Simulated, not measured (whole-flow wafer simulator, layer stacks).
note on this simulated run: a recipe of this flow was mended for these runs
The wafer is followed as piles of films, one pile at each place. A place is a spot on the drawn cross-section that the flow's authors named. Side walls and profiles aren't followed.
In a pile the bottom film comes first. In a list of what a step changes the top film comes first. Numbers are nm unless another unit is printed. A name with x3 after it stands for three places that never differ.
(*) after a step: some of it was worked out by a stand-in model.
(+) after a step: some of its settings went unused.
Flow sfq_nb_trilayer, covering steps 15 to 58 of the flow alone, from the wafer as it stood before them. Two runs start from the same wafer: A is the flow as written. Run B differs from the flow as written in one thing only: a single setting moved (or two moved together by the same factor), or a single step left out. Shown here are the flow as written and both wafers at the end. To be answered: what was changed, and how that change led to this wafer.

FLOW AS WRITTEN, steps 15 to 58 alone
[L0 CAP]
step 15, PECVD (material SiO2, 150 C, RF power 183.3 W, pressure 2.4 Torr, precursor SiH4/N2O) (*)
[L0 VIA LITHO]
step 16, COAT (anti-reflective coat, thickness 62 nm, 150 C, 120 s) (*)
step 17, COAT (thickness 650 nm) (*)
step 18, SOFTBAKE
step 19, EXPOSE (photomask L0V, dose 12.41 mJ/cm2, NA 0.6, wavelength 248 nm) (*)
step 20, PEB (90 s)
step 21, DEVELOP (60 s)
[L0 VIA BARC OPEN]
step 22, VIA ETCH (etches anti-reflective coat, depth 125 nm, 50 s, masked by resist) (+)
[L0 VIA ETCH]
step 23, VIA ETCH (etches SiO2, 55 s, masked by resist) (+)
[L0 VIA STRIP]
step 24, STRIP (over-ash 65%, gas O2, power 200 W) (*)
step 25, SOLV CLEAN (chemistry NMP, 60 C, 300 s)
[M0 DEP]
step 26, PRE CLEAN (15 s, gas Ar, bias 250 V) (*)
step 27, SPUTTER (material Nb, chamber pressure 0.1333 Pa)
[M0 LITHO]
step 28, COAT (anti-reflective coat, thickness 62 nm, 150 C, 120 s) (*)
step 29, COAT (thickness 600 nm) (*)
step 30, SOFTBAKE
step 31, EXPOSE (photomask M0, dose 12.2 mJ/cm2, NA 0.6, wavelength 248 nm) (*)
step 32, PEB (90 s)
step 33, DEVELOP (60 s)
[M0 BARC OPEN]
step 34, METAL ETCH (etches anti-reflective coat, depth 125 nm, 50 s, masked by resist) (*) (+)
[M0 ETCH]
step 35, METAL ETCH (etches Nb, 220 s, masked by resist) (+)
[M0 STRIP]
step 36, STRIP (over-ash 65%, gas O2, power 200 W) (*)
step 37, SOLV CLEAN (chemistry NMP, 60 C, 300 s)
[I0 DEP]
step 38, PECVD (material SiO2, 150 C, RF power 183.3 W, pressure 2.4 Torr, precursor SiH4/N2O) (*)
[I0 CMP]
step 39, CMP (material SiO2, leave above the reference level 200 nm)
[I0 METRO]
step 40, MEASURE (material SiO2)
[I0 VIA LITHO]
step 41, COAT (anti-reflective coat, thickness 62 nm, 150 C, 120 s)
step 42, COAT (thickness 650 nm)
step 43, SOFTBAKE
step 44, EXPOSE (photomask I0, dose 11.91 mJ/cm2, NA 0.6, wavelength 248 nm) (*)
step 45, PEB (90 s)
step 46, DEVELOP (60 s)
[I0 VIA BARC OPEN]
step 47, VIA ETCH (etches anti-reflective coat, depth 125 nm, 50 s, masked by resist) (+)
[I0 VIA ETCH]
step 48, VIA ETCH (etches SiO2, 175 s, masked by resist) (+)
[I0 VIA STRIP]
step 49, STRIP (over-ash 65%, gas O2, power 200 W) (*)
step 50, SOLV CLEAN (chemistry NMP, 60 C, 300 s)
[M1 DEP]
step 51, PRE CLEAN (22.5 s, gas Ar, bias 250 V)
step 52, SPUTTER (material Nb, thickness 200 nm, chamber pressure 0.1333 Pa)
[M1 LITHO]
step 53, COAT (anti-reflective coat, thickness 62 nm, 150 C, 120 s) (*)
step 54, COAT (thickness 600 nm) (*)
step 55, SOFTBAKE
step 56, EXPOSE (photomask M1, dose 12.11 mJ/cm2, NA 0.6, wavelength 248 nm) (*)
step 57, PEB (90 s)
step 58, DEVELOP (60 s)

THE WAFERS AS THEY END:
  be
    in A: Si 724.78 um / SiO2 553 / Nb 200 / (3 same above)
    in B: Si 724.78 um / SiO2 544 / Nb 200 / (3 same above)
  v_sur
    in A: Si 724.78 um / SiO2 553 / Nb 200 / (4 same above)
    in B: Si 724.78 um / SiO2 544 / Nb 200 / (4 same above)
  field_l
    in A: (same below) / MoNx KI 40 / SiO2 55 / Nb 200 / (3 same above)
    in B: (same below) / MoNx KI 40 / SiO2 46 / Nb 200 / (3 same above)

The reason: step 15, PECVD: pressure 2.99 Torr was run, whereas the flow has pressure 2.4 Torr.

The path from the change to this, step by step:
  step 15, PECVD (material SiO2, 150 C, RF power 183.3 W, pressure 2.4 Torr, precursor SiH4/N2O) (*)
      v_sur, via_wl, via_w and 97 more: A SiO2 gains 60 | B SiO2 gains 51
      field_l, l0_sur, l0v, l0r_line_l, l0r_line_c, l0r_line_r: A SiO2 gains 60 (new film) | B SiO2 gains 51 (new film)
  step 23, VIA ETCH (etches SiO2, 55 s, masked by resist) (+)
      l0v: A SiO2 loses 59.7 (all of it), MoNx KI loses 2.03 | B SiO2 loses 50.6 (all of it), MoNx KI loses 2.94
  step 28, COAT (anti-reflective coat, thickness 62 nm, 150 C, 120 s) (*)
      l0_sur: A anti-reflective coat gains 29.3 (new film) | B anti-reflective coat gains 32 (new film)
      l0v: A anti-reflective coat gains 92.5 (new film) | B anti-reflective coat gains 88.5 (new film)
  step 36, STRIP (over-ash 65%, gas O2, power 200 W) (*)
      l0_sur: A KrF-resist-other-grade loses 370 (all of it), anti-reflective coat loses 29.3 (all of it) | B KrF-resist-other-grade loses 368.6 (all of it), anti-reflective coat loses 32 (all of it)
      l0v: A KrF-resist-other-grade loses 374.1 (all of it), anti-reflective coat loses 92.5 (all of it) | B KrF-resist-other-grade loses 370.3 (all of it), anti-reflective coat loses 88.5 (all of it)
  step 39, CMP (material SiO2, leave above the reference level 200 nm)
      l0v: A SiO2 loses 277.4 | B SiO2 loses 286.9
